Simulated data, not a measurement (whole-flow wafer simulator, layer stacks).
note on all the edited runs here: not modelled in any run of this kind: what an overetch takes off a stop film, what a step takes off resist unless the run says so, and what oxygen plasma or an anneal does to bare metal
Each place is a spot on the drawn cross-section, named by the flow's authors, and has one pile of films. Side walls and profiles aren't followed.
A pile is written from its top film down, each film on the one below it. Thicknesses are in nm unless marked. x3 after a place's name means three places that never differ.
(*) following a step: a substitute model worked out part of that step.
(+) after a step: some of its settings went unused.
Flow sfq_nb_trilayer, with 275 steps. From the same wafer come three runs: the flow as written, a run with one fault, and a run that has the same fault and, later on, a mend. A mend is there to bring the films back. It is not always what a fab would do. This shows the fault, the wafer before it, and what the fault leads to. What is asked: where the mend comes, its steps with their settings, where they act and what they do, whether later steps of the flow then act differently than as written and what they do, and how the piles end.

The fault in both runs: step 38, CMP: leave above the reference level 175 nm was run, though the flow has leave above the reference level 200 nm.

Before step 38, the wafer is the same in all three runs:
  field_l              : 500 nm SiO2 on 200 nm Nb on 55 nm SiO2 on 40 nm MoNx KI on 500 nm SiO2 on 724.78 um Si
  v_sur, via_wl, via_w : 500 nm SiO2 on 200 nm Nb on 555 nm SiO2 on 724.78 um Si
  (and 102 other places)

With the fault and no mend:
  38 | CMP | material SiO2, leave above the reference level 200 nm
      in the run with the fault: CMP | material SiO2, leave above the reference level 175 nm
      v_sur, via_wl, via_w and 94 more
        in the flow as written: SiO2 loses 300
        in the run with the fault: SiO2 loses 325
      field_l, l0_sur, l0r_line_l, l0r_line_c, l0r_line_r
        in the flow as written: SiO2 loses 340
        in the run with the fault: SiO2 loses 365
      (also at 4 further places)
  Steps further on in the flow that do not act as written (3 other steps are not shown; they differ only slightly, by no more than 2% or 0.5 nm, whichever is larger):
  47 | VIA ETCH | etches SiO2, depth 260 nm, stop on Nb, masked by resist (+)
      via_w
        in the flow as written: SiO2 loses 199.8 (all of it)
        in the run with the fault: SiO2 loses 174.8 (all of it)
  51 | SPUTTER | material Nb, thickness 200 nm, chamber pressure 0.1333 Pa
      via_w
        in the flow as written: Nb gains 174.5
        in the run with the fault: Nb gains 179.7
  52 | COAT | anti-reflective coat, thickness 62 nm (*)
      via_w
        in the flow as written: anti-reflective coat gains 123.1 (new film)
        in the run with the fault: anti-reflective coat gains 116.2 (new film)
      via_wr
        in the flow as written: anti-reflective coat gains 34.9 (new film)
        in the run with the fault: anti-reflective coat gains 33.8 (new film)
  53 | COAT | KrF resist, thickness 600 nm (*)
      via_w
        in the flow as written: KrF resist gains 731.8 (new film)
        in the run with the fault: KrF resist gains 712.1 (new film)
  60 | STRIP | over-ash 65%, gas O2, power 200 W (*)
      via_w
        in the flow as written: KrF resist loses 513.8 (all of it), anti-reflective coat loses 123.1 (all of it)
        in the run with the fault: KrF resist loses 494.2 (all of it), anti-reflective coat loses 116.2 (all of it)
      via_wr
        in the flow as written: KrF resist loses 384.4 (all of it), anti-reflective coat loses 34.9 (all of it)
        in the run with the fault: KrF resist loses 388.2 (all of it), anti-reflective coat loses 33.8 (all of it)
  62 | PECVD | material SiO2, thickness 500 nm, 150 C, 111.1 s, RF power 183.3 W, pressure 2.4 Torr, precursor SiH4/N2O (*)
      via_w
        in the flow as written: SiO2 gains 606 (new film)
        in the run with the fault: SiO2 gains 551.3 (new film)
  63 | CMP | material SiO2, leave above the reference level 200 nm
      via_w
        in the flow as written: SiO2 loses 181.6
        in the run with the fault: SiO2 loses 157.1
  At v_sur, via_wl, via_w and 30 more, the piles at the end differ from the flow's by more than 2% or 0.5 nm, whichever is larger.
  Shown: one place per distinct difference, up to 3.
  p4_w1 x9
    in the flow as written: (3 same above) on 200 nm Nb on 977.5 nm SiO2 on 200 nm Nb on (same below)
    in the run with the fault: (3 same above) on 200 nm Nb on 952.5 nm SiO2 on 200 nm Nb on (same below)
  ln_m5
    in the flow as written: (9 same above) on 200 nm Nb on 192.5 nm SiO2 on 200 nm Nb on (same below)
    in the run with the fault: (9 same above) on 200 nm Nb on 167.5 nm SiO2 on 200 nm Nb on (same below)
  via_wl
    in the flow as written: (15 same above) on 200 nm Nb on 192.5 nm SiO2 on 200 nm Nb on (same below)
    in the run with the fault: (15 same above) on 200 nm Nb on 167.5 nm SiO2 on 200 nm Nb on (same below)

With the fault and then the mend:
  The mend follows step 39.
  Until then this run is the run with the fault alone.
  39a | PECVD | material SiO2, thickness 25 nm, 150 C, 5.556 s, RF power 183.3 W, pressure 2.4 Torr, precursor SiH4/N2O (a further turn of the flow's step 37, with different settings)
      field_l, v_sur, via_wl and 103 more
        SiO2 gains 25
  Later steps of the flow that are run all act as written at every place that is followed, up to a difference of at most 2% or 0.5 nm, whichever is larger.
  When the end is reached, the piles differ only a little from the flow's at the places that both follow, at most by 2% or 0.5 nm, whichever is larger.
